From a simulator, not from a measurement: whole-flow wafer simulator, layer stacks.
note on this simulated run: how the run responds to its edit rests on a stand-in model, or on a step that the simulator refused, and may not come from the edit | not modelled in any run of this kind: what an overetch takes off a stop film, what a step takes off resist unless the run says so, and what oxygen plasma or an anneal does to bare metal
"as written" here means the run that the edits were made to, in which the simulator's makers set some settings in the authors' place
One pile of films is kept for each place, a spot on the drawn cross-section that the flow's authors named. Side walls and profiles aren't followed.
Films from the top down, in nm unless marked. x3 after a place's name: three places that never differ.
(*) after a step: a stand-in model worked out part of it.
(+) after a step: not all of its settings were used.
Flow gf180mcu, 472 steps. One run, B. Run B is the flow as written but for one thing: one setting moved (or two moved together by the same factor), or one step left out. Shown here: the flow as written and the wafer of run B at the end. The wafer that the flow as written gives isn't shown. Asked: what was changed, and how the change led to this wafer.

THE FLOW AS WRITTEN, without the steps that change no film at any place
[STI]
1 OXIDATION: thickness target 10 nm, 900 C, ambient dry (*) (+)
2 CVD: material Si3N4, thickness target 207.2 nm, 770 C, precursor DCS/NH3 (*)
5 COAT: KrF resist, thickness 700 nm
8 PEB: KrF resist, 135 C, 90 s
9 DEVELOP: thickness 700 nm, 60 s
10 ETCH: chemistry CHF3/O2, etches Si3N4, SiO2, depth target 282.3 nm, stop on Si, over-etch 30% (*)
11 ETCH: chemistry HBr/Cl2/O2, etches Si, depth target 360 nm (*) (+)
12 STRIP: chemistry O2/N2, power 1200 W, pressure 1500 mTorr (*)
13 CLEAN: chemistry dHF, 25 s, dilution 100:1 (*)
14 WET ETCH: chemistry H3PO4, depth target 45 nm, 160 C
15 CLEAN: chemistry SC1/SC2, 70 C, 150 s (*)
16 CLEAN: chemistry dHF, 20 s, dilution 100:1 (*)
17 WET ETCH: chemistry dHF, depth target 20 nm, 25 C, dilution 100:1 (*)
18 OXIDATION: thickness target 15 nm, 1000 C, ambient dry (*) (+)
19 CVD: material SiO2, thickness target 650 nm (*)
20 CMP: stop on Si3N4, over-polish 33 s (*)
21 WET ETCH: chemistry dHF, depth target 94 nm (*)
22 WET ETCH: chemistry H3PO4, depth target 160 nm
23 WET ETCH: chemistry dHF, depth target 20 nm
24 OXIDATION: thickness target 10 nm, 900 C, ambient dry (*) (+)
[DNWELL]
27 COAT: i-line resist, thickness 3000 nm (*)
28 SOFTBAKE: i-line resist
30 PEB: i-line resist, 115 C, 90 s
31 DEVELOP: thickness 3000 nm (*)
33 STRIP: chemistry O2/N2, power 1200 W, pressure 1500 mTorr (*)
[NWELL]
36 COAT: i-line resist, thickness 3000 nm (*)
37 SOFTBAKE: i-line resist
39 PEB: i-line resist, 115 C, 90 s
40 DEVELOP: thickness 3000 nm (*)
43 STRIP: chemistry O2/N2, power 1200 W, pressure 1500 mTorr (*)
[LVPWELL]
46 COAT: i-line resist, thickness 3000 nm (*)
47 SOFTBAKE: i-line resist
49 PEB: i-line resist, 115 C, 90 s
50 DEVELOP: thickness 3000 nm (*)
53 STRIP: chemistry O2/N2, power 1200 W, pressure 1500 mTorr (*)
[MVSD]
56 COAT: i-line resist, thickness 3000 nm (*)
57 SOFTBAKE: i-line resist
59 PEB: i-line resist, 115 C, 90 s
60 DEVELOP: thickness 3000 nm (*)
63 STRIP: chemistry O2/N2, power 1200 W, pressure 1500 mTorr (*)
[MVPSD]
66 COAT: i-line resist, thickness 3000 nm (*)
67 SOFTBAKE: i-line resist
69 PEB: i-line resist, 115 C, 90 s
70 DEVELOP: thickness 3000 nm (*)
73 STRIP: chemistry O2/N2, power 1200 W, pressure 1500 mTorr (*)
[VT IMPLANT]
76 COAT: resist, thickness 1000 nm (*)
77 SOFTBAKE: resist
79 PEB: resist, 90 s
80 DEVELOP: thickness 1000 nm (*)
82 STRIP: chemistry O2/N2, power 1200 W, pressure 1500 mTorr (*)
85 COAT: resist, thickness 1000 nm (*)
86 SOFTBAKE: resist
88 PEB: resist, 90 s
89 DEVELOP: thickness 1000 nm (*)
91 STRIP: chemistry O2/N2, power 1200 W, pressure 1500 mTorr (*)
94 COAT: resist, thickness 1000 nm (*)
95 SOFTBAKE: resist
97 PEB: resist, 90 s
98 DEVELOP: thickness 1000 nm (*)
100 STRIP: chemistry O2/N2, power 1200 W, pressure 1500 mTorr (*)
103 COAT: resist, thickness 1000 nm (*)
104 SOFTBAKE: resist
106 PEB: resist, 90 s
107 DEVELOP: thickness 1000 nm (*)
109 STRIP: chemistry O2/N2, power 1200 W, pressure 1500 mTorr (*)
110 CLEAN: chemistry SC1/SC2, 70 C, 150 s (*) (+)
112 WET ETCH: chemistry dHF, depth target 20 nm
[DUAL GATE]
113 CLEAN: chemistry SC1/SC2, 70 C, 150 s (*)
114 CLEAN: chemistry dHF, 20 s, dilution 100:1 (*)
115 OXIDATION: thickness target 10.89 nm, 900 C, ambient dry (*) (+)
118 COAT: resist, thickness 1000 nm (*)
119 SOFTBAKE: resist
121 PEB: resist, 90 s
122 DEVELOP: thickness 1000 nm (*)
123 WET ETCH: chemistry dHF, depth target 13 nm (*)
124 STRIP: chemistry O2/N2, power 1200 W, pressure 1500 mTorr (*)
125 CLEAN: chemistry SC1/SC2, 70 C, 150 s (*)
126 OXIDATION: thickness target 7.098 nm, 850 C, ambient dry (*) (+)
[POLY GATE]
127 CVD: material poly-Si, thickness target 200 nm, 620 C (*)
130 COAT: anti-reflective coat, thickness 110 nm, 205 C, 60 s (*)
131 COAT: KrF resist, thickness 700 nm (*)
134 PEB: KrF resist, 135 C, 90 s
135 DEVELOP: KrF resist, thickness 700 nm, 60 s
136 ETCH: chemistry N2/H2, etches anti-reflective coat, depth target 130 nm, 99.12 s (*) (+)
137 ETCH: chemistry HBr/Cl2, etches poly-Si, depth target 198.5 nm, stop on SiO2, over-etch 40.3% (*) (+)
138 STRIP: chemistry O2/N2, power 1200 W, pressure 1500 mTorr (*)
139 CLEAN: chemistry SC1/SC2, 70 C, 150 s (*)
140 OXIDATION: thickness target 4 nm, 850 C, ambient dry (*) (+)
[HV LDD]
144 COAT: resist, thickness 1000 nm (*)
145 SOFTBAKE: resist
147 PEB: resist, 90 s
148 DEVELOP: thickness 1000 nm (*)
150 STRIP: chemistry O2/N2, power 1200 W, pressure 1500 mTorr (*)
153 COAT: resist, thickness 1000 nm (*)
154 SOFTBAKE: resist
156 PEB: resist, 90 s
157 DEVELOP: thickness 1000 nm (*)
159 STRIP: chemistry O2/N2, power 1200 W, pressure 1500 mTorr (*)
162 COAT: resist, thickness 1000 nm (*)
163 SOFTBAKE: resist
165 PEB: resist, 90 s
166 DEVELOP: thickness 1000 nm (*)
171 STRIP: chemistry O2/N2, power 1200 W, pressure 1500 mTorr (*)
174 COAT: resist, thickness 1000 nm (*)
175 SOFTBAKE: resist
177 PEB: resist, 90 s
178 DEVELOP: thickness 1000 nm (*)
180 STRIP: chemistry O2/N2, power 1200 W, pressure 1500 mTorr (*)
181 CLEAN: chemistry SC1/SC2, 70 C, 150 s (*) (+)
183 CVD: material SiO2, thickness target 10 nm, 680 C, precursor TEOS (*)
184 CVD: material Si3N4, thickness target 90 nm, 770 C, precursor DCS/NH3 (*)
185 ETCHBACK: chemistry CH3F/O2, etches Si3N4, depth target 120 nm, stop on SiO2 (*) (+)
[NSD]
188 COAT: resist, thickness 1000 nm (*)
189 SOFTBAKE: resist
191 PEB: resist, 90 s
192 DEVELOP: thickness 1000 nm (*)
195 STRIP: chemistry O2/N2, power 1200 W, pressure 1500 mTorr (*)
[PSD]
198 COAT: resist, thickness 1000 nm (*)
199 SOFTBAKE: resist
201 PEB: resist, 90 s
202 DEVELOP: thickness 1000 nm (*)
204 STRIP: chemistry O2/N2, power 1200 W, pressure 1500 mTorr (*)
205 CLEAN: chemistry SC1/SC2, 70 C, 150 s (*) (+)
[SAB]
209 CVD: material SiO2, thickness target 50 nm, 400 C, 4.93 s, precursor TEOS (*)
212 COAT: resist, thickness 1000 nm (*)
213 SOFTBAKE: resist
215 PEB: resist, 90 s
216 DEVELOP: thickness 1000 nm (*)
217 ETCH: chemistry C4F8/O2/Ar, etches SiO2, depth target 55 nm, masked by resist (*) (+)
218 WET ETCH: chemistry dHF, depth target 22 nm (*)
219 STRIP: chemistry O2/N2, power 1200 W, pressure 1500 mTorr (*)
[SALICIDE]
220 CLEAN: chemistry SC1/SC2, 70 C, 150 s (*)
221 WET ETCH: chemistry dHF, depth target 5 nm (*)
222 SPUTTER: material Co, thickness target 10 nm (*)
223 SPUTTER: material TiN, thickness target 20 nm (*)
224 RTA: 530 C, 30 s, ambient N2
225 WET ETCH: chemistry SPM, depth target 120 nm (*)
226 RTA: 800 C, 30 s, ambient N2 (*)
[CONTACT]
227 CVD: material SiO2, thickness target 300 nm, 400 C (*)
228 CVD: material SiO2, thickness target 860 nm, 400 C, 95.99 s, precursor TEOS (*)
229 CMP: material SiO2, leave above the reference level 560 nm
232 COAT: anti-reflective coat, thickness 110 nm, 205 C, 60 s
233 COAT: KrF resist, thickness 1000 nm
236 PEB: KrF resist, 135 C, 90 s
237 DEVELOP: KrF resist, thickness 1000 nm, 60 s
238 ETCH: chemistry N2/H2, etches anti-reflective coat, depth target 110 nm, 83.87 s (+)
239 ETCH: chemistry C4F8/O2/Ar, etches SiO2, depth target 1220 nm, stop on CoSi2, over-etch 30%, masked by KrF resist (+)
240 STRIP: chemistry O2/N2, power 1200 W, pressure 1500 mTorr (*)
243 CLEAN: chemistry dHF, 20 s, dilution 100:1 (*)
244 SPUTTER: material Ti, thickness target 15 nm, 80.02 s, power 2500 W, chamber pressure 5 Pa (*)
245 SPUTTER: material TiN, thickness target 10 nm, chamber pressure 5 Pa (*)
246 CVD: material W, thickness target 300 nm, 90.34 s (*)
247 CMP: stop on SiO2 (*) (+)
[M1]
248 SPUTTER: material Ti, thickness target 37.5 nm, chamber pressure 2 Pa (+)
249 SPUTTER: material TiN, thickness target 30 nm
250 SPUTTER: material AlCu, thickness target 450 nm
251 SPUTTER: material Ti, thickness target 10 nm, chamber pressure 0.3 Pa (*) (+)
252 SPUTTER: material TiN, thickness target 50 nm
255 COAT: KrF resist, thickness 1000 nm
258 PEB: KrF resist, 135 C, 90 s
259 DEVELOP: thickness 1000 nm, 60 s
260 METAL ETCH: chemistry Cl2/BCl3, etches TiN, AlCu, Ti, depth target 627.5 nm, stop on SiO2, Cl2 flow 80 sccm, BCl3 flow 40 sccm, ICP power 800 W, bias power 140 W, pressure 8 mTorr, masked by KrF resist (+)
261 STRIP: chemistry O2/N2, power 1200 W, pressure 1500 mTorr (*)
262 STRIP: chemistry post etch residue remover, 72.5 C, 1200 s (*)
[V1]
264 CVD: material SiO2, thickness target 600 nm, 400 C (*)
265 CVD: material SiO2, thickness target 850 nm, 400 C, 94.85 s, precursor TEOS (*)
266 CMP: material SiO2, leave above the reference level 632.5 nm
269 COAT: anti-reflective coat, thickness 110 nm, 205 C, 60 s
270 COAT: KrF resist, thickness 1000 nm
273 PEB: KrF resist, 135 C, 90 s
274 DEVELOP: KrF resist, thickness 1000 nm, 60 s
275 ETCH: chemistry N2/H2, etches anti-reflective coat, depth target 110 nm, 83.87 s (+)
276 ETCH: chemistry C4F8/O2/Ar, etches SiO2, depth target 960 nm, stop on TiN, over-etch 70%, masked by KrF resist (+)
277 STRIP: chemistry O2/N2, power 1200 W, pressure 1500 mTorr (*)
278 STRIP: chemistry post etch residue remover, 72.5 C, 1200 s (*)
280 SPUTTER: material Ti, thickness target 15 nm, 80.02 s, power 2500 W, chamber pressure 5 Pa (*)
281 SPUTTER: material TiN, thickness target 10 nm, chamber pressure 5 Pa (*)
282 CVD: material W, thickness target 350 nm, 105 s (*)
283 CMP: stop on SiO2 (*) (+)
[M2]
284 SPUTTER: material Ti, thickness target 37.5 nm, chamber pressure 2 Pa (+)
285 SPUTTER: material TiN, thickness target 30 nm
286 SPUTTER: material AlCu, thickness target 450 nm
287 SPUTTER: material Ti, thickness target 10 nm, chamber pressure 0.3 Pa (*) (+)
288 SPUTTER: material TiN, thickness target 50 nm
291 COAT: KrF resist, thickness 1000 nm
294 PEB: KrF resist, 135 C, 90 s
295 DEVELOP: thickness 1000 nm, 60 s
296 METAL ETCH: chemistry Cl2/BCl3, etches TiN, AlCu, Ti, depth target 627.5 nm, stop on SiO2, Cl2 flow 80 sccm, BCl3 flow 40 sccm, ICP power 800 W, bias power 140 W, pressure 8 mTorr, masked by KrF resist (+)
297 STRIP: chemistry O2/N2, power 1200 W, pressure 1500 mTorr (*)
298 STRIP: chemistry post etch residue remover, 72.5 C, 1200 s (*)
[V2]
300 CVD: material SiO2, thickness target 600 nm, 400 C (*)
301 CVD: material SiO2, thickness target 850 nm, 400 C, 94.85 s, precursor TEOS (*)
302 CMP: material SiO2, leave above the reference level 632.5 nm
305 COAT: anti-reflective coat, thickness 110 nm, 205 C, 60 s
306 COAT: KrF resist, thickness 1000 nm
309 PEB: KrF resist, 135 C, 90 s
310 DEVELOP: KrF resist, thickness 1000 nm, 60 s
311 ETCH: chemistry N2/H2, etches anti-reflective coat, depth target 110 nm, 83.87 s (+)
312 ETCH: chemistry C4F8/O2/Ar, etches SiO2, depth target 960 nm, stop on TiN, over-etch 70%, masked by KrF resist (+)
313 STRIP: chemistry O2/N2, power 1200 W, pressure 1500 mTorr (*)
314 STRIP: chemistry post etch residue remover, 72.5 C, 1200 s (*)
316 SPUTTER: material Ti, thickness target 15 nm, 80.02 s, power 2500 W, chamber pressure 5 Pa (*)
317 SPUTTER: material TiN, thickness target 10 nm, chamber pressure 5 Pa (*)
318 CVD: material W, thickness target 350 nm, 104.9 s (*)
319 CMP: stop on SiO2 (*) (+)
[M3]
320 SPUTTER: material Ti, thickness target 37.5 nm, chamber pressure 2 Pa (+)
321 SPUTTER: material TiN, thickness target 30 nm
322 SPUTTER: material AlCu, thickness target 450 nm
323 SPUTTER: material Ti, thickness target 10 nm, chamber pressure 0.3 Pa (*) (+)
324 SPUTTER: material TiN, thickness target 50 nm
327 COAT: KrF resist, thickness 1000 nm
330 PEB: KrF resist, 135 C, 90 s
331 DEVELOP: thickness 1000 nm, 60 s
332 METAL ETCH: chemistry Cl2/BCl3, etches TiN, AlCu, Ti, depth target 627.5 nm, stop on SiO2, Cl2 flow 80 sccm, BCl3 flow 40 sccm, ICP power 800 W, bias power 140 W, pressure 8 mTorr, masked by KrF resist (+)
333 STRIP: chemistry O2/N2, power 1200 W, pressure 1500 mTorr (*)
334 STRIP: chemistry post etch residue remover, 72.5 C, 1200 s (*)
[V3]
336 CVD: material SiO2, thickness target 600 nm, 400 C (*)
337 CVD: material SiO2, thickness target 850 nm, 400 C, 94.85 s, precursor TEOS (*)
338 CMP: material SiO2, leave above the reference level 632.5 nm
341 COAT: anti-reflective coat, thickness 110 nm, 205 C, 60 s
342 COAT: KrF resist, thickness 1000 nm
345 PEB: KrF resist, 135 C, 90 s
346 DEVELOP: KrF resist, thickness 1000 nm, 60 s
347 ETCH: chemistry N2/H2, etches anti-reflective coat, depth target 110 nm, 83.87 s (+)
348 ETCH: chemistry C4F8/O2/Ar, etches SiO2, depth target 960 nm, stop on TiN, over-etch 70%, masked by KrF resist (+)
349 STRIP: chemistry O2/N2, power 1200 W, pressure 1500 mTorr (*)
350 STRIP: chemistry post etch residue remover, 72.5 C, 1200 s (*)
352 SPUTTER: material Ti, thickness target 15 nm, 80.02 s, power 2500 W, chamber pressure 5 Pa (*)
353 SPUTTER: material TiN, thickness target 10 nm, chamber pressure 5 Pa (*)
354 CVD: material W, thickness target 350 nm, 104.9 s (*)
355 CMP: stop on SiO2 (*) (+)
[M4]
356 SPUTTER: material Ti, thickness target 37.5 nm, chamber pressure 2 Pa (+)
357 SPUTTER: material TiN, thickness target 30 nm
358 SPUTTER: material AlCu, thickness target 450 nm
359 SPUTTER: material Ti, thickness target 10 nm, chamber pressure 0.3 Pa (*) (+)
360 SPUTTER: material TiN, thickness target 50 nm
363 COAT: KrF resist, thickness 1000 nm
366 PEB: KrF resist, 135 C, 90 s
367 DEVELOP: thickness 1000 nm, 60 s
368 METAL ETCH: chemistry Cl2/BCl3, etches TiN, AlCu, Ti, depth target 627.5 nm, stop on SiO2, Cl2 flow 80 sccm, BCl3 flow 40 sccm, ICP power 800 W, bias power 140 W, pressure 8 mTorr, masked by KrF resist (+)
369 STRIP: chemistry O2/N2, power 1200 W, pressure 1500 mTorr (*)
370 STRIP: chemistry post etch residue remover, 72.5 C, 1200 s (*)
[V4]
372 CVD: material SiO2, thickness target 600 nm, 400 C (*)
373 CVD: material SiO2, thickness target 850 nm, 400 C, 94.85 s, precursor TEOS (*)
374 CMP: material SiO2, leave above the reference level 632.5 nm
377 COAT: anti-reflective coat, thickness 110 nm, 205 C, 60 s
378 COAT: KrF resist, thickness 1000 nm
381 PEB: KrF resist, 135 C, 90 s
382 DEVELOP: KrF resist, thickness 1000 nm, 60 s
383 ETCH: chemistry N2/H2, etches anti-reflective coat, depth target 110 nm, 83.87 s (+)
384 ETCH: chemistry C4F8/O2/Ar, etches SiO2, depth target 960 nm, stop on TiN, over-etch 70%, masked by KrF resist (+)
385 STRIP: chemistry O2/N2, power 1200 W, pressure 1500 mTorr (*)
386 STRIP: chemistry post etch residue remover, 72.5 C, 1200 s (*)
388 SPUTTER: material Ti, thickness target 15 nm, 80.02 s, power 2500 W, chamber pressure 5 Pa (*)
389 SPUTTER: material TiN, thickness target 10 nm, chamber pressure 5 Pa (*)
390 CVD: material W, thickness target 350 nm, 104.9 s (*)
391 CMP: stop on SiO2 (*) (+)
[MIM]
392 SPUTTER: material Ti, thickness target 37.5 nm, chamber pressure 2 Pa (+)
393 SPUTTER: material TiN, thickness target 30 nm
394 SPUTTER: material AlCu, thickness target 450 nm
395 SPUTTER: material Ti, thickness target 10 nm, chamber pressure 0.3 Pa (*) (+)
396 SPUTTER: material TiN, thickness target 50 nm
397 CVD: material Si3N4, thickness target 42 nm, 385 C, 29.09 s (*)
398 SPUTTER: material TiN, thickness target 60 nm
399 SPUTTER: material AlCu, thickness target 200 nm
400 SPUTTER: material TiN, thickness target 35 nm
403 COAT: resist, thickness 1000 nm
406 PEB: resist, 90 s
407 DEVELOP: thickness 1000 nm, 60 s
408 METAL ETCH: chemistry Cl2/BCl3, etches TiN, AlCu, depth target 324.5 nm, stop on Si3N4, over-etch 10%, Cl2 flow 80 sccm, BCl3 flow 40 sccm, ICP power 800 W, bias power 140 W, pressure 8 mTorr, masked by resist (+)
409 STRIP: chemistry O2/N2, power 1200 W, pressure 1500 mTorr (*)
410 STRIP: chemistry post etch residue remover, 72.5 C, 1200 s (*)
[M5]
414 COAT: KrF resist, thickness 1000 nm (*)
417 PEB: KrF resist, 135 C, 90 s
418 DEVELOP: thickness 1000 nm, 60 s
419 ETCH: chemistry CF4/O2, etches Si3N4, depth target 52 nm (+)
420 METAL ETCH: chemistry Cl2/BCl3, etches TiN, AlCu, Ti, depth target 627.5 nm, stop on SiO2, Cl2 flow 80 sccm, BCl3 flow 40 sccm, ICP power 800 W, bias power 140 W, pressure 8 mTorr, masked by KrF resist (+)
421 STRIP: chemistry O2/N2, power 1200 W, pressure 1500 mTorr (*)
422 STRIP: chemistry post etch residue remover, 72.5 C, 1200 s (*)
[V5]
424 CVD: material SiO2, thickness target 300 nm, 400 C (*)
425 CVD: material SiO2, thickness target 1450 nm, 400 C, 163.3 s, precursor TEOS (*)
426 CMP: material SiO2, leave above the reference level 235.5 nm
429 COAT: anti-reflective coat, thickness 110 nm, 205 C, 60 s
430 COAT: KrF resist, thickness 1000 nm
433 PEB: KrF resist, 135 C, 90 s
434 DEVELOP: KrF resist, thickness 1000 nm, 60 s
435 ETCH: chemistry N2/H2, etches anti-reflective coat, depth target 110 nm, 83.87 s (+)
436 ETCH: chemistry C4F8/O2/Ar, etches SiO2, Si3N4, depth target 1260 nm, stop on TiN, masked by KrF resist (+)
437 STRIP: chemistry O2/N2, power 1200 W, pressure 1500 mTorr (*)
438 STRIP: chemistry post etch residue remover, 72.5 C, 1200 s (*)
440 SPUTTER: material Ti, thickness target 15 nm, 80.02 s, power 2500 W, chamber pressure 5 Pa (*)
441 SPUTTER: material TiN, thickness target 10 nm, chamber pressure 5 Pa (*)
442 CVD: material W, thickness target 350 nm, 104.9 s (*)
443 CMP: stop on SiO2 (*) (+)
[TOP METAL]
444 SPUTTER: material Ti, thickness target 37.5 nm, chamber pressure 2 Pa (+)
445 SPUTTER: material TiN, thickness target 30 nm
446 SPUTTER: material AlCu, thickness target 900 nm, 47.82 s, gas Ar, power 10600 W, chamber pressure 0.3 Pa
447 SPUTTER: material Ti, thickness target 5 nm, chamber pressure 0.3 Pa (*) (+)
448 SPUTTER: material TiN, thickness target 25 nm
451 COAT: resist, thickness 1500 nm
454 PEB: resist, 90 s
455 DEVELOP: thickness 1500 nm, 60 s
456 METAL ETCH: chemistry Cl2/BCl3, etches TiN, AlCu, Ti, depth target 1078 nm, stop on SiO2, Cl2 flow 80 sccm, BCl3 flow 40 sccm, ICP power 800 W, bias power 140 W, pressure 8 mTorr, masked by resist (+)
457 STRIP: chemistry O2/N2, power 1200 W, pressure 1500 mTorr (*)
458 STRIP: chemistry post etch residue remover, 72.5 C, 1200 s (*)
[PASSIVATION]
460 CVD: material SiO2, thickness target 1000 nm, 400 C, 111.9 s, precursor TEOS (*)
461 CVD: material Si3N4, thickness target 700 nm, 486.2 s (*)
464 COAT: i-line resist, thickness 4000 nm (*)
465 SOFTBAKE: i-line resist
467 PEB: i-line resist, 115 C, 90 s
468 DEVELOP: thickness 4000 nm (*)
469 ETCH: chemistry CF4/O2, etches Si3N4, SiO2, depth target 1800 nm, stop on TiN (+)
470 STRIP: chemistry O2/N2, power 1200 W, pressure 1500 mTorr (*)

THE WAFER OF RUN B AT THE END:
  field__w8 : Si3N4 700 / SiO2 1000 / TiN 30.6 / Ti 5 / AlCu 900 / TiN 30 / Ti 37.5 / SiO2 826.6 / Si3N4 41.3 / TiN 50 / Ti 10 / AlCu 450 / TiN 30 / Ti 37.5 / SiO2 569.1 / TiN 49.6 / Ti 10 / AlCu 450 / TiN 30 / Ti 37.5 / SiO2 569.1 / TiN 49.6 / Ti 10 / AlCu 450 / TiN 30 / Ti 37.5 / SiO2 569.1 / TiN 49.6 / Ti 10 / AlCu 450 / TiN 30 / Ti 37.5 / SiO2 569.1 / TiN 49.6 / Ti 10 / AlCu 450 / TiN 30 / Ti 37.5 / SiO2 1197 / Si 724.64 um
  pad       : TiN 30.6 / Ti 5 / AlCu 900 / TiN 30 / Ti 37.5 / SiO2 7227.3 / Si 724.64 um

The cause: step 448, SPUTTER: thickness target 31 nm was run, where the flow has thickness target 25 nm.

How the change led to this, step by step:
  448 SPUTTER: material TiN, thickness target 25 nm
      field, field__w1, field__w2 and 109 more: TiN +31 (new film) (as written it would be: TiN +25 (new film))
  456 METAL ETCH: chemistry Cl2/BCl3, etches TiN, AlCu, Ti, depth target 1078 nm, stop on SiO2, Cl2 flow 80 sccm, BCl3 flow 40 sccm, ICP power 800 W, bias power 140 W, pressure 8 mTorr, masked by resist (+)
      field, field__w1, field__w2 and 103 more: TiN -31 (all of it), Ti -5 (all of it), AlCu -900 (all of it), TiN -30 (all of it), Ti -37.5 (all of it) (as written it would be: TiN -25 (all of it), Ti -5 (all of it), AlCu -900 (all of it), TiN -30 (all of it), Ti -37.5 (all of it))
  465 SOFTBAKE: i-line resist
      field__w5, field__w9: i-line resist +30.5 (as written it would be: i-line resist +37.3)
      field: i-line resist -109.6 (as written it would be: i-line resist -120.6)
      (and at 57 more places)
